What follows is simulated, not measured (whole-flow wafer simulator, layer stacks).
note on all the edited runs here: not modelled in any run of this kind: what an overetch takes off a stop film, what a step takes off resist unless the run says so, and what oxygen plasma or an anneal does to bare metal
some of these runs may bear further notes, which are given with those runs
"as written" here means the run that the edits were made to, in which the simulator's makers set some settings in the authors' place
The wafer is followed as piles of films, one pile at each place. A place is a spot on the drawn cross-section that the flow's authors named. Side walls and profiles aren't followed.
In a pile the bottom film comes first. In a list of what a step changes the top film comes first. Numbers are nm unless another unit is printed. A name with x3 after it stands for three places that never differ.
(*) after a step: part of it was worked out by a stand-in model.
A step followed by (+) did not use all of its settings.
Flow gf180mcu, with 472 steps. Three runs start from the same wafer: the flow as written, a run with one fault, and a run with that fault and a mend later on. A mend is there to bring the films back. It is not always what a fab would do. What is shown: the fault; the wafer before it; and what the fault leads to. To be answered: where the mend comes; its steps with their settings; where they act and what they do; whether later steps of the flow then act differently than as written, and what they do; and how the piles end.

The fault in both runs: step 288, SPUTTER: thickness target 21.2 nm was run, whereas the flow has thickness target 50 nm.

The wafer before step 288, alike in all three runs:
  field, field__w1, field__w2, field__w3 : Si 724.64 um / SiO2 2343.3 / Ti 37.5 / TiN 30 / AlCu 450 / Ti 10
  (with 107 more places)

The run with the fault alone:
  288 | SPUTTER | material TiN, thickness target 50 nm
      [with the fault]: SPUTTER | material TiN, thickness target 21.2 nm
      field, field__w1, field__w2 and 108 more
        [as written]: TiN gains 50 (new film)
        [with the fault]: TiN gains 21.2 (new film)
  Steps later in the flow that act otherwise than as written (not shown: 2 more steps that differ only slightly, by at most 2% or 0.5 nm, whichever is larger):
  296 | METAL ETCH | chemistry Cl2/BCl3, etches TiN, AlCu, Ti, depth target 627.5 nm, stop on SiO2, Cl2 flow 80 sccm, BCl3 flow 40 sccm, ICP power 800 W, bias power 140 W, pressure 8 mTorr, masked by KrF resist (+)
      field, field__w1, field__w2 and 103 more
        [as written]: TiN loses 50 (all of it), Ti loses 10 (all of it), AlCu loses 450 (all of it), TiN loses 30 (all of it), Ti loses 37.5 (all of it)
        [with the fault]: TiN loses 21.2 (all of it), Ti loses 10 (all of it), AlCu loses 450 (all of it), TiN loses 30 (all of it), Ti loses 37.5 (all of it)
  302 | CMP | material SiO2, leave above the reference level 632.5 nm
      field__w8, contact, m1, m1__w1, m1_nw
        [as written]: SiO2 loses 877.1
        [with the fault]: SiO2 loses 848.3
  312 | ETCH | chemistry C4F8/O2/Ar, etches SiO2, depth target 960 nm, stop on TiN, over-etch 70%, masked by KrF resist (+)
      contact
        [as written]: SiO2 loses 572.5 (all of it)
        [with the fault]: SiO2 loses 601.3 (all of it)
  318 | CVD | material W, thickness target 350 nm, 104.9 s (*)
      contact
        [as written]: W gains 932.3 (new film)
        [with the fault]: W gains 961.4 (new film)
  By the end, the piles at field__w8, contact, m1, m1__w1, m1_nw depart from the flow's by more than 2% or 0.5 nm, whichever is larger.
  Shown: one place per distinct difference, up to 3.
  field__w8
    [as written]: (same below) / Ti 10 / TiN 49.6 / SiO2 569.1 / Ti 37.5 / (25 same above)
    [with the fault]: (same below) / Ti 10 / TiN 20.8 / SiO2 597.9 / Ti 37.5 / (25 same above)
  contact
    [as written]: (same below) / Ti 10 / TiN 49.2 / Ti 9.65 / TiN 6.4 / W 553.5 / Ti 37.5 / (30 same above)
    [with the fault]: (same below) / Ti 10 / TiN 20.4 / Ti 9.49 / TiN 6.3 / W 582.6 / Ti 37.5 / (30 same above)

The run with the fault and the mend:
  The mend follows step 295.
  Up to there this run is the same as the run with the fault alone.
  295a | STRIP | chemistry O2/N2, power 2160 W, pressure 1700 mTorr (*)
      field__w8, contact, m1, m1__w1, m1_nw
        KrF resist loses 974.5 (all of it)
  295b | SPUTTER | material TiN, thickness target 28.8 nm (a further turn of the flow's step 288, with different settings)
      field, field__w1, field__w2 and 108 more
        TiN gains 28.8
  295c | HMDS | 120 C, 60 s (a further turn of the flow's step 290)
      leaves every film unchanged at each place that is followed
  295d | COAT | KrF resist, thickness 1000 nm (a further turn of the flow's step 291)
      field, field__w1, field__w2 and 108 more
        KrF resist gains 1000 (new film)
  295e | SOFTBAKE | KrF resist (a further turn of the flow's step 292)
      leaves every film unchanged at each place that is followed
  295f | EXPOSE | photomask Metal2 (a further turn of the flow's step 293)
      leaves every film unchanged at each place that is followed
  295g | PEB | KrF resist, 135 C, 90 s (a further turn of the flow's step 294)
      field, field__w1, field__w2 and 108 more
        KrF resist loses 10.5
  295h | DEVELOP | thickness 1000 nm, 60 s (a further turn of the flow's step 295)
      field, field__w1, field__w2 and 103 more
        KrF resist loses 989.5 (all of it)
      field__w8, contact, m1, m1__w1, m1_nw
        KrF resist loses 14.9
  Later steps of the flow that are run all act as written at every place that is followed.
  The piles end the same as the flow's at every place that both follow.
